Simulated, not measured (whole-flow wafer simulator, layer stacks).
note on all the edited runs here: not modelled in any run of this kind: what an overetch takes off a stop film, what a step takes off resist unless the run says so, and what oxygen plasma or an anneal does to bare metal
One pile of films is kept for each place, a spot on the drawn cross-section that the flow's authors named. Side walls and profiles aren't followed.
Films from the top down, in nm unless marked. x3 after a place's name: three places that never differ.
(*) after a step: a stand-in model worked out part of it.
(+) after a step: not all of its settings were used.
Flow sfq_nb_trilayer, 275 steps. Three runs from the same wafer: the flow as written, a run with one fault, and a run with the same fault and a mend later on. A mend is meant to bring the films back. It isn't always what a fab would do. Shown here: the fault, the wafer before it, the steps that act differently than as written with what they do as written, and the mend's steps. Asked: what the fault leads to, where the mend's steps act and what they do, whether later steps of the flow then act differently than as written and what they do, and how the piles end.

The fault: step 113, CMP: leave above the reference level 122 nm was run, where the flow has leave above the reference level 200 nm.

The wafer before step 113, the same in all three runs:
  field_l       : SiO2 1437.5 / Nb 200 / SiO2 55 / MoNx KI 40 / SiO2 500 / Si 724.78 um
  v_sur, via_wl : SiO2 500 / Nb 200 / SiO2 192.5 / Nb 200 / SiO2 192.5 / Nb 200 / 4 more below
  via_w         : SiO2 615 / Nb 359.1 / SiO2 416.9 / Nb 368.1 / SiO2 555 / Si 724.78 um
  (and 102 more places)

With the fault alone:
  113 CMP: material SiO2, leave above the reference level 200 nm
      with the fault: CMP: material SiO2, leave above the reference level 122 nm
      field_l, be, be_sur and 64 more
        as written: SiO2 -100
        with the fault: SiO2 -178
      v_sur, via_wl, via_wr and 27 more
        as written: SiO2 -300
        with the fault: SiO2 -378
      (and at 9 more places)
  Later steps of the flow that act differently than as written (3 more steps differ only slightly, by at most 2% or 0.5 nm, whichever is larger, and aren't shown):
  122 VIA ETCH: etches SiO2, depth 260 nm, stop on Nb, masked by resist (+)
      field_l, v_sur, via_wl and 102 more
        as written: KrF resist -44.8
        with the fault: KrF resist -31.5
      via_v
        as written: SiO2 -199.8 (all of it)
        with the fault: SiO2 -121.8 (all of it)
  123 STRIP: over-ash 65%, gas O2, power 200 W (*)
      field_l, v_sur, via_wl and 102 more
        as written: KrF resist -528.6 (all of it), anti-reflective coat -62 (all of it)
        with the fault: KrF resist -541.9 (all of it), anti-reflective coat -62 (all of it)
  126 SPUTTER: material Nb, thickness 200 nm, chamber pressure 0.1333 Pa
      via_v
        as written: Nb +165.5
        with the fault: Nb +182.8
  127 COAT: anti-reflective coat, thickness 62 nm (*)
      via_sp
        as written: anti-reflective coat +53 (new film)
        with the fault: anti-reflective coat +54.7 (new film)
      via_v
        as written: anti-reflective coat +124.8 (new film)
        with the fault: anti-reflective coat +106.7 (new film)
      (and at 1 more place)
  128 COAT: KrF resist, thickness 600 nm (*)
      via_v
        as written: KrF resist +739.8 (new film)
        with the fault: KrF resist +675.4 (new film)
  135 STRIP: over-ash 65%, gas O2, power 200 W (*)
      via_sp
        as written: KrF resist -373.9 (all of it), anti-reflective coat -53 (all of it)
        with the fault: KrF resist -379.1 (all of it), anti-reflective coat -54.7 (all of it)
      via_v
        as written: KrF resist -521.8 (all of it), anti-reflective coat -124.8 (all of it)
        with the fault: KrF resist -457.6 (all of it), anti-reflective coat -106.7 (all of it)
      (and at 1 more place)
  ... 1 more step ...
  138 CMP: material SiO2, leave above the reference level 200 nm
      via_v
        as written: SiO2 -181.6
        with the fault: SiO2 -161.8
  At the end the piles differ from the flow's by more than 2% or 0.5 nm, whichever is larger, at field_l, v_sur, via_wl and 103 more.
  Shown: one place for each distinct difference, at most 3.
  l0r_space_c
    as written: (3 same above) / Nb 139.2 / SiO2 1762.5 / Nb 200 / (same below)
    with the fault: (3 same above) / Nb 139.2 / SiO2 1684.5 / Nb 200 / (same below)
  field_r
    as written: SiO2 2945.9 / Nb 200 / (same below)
    with the fault: SiO2 2867.9 / Nb 200 / (same below)
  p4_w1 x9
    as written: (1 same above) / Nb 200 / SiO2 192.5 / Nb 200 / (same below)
    with the fault: (1 same above) / Nb 200 / SiO2 114.5 / Nb 200 / (same below)

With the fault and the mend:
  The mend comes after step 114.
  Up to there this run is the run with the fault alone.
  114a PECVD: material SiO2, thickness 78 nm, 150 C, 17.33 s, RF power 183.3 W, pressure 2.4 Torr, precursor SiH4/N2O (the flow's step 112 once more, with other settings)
      field_l, v_sur, via_wl and 103 more
        SiO2 +78
  No later step of the flow acts differently than as written at any place that is followed.
  At the end the piles are the same as the flow's at every place that both follow.
